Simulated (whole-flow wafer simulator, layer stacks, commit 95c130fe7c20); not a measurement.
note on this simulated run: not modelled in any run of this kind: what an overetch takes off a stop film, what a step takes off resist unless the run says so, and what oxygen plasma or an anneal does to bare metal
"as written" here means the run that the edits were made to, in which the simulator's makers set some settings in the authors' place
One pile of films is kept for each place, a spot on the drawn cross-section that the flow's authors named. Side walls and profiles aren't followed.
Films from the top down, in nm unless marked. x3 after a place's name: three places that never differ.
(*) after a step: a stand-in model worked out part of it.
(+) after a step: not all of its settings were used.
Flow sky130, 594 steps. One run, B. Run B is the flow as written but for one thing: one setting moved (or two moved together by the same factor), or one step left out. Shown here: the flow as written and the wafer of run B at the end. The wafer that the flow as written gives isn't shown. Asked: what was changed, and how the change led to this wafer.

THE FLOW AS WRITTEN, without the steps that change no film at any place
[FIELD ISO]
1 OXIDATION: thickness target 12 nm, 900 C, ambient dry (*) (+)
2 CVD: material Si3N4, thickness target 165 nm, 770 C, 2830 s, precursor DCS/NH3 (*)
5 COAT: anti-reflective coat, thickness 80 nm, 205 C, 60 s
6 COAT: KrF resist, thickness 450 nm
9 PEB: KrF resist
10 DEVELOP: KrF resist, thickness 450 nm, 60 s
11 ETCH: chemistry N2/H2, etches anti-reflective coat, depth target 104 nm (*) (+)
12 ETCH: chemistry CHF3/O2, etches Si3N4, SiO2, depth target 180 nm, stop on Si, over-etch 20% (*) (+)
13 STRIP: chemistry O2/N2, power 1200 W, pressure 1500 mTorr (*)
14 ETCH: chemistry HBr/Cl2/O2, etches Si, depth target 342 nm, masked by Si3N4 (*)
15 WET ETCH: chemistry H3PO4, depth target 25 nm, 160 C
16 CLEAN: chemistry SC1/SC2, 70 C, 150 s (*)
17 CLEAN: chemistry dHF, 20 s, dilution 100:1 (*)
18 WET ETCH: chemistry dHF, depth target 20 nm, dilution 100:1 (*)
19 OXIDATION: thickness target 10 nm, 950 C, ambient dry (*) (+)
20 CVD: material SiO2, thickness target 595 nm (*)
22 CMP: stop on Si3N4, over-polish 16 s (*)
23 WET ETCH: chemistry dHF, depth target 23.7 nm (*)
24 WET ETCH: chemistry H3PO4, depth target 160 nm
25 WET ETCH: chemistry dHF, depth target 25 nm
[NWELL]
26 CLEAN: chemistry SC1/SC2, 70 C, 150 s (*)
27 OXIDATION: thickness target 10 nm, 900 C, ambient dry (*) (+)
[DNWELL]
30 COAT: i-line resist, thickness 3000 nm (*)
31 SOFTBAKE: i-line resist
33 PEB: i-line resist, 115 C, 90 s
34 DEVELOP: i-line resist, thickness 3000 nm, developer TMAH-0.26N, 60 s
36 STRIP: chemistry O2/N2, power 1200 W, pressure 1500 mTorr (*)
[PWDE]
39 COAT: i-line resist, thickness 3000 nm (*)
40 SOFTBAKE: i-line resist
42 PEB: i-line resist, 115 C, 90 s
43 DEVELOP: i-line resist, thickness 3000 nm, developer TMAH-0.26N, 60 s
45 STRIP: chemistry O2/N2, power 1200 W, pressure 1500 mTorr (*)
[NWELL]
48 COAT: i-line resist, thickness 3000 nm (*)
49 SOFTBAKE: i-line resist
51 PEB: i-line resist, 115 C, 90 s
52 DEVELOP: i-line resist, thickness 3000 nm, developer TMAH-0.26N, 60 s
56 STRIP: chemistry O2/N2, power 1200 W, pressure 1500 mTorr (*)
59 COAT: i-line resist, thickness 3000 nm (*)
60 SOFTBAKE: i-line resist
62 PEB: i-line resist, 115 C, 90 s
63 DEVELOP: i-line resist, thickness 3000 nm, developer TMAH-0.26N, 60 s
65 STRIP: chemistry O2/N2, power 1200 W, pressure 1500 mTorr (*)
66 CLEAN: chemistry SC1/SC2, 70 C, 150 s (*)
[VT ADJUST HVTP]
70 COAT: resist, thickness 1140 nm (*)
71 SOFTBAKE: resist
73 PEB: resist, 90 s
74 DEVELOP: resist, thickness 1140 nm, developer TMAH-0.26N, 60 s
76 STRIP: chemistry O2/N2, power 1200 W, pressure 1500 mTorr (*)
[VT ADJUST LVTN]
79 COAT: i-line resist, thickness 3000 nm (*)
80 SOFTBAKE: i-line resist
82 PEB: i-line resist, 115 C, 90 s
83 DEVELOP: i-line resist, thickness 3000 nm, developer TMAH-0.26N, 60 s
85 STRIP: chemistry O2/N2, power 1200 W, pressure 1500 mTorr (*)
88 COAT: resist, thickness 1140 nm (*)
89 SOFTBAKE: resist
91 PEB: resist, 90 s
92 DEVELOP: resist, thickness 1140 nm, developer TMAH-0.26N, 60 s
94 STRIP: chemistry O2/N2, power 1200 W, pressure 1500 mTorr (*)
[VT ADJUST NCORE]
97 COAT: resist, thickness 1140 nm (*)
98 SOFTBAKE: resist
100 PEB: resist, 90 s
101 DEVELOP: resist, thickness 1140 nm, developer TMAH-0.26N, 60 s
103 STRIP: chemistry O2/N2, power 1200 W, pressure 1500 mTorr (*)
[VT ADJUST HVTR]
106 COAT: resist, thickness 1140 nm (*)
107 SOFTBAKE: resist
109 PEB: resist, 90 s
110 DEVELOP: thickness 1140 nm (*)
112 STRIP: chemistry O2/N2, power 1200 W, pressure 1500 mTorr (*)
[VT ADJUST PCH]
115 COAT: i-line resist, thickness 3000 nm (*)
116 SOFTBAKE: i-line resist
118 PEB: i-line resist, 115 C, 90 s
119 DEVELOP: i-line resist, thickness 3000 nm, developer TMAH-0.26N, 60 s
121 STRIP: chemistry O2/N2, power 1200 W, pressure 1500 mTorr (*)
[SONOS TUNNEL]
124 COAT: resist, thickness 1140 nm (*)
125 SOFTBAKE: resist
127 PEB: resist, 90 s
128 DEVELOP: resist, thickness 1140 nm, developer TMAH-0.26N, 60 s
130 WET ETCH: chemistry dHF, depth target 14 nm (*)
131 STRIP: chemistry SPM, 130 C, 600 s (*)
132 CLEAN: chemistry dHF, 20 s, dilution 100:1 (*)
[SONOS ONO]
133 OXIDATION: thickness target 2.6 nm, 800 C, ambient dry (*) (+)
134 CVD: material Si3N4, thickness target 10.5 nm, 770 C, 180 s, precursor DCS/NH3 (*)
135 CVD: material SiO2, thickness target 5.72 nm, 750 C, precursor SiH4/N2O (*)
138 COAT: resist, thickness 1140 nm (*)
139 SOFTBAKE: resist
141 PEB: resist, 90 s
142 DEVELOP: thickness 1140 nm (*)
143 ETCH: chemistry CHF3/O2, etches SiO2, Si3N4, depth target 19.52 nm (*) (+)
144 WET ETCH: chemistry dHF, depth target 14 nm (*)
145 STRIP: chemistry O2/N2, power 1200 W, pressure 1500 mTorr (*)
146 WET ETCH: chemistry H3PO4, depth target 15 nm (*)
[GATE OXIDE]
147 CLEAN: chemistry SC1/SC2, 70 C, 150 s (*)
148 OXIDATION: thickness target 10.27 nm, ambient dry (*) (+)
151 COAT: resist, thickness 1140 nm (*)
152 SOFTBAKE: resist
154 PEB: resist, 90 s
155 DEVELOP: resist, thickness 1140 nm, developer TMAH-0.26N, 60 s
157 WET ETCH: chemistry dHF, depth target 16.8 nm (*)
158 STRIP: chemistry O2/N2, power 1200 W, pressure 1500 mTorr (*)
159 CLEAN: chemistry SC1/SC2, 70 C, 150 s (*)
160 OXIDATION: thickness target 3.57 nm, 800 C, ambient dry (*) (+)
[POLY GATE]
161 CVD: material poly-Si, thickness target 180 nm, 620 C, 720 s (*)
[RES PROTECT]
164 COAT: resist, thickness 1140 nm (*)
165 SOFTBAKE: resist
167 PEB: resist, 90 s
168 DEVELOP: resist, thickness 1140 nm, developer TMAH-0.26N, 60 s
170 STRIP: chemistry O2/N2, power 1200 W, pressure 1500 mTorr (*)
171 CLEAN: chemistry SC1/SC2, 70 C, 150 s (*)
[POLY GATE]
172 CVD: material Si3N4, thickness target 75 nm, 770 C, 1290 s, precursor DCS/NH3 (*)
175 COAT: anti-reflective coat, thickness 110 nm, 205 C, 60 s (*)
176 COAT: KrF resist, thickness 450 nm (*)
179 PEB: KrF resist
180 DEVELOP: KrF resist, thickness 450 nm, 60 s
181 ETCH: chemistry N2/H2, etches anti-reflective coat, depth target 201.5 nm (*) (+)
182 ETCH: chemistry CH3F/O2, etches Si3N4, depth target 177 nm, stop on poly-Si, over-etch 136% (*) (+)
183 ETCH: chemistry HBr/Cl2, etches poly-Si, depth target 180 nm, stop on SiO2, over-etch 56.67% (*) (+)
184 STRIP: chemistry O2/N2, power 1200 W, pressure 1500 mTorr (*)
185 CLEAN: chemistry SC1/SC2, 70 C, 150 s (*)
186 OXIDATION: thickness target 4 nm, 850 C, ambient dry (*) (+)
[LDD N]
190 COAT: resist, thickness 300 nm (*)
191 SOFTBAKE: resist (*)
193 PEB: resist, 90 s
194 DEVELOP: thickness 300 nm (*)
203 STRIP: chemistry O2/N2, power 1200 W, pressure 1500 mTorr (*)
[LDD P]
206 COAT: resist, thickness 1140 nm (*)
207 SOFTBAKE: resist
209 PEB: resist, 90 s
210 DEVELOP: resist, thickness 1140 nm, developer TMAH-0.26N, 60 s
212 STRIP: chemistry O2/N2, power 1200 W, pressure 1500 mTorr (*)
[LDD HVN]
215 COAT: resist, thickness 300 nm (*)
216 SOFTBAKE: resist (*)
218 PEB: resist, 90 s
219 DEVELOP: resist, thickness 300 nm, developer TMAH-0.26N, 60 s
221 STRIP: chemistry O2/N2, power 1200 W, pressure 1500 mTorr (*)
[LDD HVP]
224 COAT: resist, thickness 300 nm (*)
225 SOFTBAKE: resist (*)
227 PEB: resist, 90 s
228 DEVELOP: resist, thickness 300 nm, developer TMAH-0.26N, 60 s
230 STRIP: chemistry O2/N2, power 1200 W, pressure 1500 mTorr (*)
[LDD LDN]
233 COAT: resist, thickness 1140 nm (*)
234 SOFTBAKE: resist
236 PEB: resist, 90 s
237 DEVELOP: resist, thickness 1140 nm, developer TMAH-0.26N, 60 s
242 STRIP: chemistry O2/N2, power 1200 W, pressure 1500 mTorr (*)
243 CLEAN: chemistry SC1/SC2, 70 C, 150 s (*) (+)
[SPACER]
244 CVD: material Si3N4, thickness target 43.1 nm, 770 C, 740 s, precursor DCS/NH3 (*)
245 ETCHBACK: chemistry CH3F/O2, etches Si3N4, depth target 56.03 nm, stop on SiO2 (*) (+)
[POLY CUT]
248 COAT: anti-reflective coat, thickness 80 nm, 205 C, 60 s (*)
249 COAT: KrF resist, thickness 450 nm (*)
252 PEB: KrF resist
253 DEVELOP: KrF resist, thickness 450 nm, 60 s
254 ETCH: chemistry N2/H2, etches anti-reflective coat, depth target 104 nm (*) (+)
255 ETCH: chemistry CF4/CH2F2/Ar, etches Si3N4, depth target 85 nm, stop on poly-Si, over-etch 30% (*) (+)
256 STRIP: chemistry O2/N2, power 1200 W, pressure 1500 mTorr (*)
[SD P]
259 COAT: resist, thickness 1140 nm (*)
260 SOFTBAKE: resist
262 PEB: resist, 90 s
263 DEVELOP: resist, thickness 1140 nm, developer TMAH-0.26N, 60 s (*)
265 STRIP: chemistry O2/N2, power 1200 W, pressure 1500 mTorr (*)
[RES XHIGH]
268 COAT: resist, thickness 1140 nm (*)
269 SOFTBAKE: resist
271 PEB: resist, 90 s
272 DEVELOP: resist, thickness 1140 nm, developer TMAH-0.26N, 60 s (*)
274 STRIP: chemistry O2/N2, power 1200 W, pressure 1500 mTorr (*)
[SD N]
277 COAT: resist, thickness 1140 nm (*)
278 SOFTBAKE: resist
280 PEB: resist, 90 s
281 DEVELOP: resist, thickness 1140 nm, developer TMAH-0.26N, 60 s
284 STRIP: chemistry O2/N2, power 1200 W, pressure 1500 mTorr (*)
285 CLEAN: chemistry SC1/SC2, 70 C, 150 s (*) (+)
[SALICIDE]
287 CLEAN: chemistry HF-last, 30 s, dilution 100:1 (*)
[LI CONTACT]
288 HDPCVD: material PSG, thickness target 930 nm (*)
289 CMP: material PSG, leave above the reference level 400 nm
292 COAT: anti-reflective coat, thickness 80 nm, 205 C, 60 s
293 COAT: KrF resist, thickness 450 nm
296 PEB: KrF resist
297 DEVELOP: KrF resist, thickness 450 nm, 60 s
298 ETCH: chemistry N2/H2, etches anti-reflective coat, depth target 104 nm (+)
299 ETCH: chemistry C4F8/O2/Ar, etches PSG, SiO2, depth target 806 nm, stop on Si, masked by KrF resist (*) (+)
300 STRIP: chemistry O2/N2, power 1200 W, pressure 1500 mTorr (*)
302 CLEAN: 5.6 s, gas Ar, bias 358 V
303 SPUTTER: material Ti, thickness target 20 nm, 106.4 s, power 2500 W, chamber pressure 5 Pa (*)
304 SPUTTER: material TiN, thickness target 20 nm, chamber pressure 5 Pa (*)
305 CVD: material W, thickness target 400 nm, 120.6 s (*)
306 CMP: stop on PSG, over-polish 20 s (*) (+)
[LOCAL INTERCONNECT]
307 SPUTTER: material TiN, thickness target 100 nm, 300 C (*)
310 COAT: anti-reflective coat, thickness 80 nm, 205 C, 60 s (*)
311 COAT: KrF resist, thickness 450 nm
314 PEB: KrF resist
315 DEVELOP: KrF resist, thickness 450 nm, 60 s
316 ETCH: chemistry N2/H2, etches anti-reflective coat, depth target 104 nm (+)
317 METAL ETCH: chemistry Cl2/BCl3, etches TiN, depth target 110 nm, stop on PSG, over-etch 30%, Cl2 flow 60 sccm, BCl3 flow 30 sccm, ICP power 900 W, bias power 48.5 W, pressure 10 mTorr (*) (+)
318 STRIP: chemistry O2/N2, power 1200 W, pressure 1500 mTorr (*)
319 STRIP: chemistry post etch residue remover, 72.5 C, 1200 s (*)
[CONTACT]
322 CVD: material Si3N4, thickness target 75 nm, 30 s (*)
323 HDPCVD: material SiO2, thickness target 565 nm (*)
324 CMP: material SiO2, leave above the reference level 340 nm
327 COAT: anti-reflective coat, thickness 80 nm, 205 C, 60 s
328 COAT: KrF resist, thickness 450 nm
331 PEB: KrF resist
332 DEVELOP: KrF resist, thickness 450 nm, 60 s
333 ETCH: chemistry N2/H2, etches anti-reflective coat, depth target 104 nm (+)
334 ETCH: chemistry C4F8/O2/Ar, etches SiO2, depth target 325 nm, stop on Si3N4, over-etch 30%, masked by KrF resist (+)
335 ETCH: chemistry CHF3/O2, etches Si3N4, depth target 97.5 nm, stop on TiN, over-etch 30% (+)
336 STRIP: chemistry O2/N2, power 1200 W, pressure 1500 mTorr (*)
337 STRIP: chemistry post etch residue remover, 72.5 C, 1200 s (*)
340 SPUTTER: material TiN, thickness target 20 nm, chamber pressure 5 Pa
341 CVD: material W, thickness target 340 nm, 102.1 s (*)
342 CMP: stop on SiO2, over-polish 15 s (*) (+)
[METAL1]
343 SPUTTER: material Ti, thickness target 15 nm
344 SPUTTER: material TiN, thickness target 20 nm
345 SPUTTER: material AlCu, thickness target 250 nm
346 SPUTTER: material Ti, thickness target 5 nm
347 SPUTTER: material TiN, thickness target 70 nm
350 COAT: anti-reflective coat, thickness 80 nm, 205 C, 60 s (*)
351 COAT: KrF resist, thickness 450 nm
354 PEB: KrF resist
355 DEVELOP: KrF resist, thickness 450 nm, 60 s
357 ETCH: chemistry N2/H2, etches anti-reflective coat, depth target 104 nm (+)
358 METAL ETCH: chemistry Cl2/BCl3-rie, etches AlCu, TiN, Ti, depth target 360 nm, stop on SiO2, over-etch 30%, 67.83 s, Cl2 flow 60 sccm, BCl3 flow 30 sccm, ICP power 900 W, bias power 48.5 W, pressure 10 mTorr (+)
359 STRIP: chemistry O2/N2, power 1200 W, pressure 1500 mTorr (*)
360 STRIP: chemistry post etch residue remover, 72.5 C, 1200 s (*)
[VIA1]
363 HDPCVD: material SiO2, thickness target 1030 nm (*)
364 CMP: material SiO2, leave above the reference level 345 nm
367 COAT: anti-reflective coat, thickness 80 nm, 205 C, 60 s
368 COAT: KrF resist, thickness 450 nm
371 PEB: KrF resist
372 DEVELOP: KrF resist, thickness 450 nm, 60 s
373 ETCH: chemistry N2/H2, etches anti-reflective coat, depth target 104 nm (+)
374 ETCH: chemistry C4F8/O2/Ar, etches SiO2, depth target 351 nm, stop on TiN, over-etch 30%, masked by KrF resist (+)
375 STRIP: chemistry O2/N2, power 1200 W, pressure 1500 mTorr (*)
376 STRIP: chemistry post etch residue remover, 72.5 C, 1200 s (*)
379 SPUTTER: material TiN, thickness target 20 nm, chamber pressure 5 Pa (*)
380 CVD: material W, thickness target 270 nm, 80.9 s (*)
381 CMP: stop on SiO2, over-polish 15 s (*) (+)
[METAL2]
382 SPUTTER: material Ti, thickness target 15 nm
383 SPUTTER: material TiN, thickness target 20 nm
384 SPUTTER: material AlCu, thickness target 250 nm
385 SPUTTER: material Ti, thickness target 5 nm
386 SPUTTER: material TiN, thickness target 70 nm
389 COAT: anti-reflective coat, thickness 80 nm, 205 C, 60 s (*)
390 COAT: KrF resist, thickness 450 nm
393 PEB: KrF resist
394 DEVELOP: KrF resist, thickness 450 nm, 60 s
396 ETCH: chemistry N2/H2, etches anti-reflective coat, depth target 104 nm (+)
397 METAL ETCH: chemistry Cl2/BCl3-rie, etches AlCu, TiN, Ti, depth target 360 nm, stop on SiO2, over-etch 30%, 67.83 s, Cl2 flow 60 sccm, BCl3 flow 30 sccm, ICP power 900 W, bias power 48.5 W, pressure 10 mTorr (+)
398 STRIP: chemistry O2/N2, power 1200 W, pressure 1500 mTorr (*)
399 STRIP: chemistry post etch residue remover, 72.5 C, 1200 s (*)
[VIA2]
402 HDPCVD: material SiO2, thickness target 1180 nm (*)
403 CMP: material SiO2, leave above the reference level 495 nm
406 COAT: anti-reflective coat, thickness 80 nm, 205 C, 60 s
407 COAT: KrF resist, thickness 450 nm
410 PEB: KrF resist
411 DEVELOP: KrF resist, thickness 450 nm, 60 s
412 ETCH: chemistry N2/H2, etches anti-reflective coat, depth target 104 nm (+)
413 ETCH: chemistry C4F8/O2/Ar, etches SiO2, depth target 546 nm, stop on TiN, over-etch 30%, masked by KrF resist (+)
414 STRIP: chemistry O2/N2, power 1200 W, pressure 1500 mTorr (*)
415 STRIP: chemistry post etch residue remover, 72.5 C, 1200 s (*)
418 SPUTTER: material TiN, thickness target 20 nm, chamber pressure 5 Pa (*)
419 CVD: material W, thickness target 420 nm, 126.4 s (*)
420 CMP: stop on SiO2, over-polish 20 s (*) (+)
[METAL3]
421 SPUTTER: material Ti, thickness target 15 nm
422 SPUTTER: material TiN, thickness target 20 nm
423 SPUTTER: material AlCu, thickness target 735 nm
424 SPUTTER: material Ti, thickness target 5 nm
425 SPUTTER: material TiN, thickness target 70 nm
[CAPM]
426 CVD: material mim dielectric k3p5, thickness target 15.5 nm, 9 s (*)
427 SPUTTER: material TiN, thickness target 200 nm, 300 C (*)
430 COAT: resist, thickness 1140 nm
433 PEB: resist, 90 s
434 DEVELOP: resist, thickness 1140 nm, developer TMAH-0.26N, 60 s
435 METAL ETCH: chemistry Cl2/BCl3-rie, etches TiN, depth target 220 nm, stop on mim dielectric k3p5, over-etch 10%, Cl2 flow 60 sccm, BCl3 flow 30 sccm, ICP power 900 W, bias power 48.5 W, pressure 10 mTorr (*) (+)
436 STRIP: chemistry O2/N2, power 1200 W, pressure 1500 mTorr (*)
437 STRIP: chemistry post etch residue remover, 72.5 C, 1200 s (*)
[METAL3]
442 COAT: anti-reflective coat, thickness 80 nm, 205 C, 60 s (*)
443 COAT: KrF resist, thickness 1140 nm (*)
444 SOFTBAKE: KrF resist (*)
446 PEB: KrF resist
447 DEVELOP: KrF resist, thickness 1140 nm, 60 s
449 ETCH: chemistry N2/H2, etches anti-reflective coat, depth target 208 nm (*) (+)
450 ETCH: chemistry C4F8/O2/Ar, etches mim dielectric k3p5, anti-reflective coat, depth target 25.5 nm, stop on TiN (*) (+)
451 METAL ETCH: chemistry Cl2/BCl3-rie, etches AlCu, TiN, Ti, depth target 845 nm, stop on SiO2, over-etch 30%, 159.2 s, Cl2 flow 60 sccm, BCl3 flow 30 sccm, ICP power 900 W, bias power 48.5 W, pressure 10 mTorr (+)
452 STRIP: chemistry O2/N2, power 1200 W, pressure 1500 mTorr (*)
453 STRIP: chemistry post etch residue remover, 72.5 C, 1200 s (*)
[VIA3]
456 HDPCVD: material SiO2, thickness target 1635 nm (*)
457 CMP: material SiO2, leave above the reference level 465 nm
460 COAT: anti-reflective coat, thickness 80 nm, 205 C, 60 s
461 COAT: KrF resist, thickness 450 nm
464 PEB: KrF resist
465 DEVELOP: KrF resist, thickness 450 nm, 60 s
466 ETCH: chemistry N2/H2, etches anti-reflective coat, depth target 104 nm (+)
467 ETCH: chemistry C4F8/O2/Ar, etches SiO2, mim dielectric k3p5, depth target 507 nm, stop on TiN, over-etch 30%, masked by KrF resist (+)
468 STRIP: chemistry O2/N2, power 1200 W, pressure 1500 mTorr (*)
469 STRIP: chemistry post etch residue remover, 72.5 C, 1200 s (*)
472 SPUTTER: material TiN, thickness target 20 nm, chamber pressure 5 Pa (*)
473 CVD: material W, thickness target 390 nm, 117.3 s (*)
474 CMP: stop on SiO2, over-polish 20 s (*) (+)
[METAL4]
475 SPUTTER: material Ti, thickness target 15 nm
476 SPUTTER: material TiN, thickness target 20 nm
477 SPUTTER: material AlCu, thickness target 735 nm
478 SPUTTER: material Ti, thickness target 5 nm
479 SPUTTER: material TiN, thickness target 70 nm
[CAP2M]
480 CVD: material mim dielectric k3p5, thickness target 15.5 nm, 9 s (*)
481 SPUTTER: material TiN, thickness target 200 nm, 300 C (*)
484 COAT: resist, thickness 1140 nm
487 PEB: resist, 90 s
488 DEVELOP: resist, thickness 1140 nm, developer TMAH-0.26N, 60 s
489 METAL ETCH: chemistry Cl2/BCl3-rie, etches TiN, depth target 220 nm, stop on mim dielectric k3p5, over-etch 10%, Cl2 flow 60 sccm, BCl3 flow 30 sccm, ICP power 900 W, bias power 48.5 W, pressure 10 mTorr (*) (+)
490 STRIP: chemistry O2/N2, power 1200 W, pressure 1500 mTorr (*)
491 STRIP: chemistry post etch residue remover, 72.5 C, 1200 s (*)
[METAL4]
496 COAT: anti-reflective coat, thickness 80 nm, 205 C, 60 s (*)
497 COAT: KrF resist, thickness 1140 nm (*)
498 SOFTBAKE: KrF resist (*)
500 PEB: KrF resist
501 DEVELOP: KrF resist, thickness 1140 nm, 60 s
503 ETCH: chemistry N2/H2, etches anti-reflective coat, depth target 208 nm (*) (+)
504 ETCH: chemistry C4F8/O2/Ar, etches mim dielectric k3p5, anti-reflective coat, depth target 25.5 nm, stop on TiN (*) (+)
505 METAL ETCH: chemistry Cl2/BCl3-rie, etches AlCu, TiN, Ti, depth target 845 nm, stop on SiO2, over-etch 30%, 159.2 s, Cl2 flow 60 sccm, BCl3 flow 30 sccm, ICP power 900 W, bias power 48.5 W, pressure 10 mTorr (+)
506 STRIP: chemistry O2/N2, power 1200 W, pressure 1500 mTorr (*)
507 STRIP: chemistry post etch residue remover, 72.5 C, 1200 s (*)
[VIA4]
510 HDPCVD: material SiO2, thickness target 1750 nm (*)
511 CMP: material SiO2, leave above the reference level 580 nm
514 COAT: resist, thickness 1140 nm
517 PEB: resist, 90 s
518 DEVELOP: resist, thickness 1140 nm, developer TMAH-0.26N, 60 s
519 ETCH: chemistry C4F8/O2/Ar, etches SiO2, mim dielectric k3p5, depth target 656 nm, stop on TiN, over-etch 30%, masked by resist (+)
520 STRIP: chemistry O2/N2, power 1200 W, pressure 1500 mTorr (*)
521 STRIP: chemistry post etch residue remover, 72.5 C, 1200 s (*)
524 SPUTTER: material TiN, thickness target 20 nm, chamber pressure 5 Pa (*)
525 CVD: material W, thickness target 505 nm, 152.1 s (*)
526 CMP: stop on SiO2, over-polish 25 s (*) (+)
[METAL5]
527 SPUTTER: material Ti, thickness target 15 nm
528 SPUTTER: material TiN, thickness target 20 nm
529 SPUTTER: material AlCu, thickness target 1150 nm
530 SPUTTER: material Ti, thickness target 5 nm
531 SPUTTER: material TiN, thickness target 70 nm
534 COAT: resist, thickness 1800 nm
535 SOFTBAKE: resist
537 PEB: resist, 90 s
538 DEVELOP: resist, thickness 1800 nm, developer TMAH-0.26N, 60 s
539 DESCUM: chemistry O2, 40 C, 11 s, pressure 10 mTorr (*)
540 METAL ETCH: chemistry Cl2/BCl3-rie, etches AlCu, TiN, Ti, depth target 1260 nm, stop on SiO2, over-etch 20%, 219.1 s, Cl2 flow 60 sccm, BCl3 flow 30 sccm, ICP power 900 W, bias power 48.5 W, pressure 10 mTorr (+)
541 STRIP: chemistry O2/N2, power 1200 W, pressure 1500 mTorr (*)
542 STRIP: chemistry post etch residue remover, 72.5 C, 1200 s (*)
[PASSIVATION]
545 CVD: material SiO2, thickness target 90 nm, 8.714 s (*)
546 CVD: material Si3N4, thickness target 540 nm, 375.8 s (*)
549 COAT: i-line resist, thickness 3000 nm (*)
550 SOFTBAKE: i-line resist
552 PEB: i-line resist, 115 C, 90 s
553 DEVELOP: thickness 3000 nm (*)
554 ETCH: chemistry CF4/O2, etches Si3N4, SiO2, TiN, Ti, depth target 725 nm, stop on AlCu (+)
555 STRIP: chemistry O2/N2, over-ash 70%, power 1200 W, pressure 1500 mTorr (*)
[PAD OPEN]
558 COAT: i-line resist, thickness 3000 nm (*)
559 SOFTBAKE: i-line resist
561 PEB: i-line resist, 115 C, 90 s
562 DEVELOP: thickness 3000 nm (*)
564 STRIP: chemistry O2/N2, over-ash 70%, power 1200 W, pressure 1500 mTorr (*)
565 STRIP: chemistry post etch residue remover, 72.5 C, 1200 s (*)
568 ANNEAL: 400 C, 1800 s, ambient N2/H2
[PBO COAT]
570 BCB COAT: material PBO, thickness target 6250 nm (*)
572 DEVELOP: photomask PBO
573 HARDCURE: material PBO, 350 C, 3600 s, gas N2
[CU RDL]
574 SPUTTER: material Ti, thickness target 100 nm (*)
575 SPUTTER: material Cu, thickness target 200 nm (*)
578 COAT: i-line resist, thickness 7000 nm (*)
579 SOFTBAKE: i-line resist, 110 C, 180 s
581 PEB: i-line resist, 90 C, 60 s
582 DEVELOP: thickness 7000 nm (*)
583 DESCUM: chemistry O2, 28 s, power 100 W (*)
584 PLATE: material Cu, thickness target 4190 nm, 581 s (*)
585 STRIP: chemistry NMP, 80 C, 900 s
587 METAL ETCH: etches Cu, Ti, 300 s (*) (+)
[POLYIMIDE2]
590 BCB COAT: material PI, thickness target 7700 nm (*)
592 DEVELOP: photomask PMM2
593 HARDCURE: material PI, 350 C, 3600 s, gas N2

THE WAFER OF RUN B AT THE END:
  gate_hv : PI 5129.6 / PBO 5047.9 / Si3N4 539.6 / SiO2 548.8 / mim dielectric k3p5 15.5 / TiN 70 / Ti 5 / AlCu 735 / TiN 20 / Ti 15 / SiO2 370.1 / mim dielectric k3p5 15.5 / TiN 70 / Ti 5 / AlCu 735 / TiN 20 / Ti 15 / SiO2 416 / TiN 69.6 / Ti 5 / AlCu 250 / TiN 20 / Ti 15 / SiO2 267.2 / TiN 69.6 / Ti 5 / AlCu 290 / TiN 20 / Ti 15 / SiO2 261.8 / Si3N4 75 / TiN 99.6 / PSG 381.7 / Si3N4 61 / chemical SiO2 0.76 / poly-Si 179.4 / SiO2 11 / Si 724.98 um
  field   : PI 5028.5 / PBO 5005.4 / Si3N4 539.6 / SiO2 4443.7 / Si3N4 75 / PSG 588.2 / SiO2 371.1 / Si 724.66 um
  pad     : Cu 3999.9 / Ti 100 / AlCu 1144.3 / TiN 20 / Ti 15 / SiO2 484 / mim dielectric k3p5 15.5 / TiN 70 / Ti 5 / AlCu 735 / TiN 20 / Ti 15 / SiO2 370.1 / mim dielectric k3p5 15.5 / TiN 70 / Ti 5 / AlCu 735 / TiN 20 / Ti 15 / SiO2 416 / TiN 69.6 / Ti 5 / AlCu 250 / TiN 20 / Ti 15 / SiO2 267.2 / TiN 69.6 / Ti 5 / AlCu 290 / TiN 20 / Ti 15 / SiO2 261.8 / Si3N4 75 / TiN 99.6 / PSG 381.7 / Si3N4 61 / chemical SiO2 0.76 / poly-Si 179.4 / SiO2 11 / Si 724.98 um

The cause: step 345, SPUTTER: thickness target 290 nm was run, where the flow has thickness target 250 nm.
It can be read off the wafer: gate_hv has AlCu 290, and step 345 as written asks for 250 nm.

How the change led to this, step by step:
  345 SPUTTER: material AlCu, thickness target 250 nm
      field, active, n_well and 188 more: AlCu +290 (new film) (as written it would be: AlCu +250 (new film))
  358 METAL ETCH: chemistry Cl2/BCl3-rie, etches AlCu, TiN, Ti, depth target 360 nm, stop on SiO2, over-etch 30%, 67.83 s, Cl2 flow 60 sccm, BCl3 flow 30 sccm, ICP power 900 W, bias power 48.5 W, pressure 10 mTorr (+)
      field, active, gate and 81 more: TiN -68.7 (all of it), Ti -5 (all of it), AlCu -290 (all of it), TiN -20 (all of it), Ti -15 (all of it), SiO2 -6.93 (as written it would be: TiN -68.7 (all of it), Ti -5 (all of it), AlCu -250 (all of it), TiN -20 (all of it), Ti -15 (all of it), SiO2 -10.9)
  364 CMP: material SiO2, leave above the reference level 345 nm
      field, active, gate and 81 more: SiO2 -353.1 (as written it would be: SiO2 -389.1)
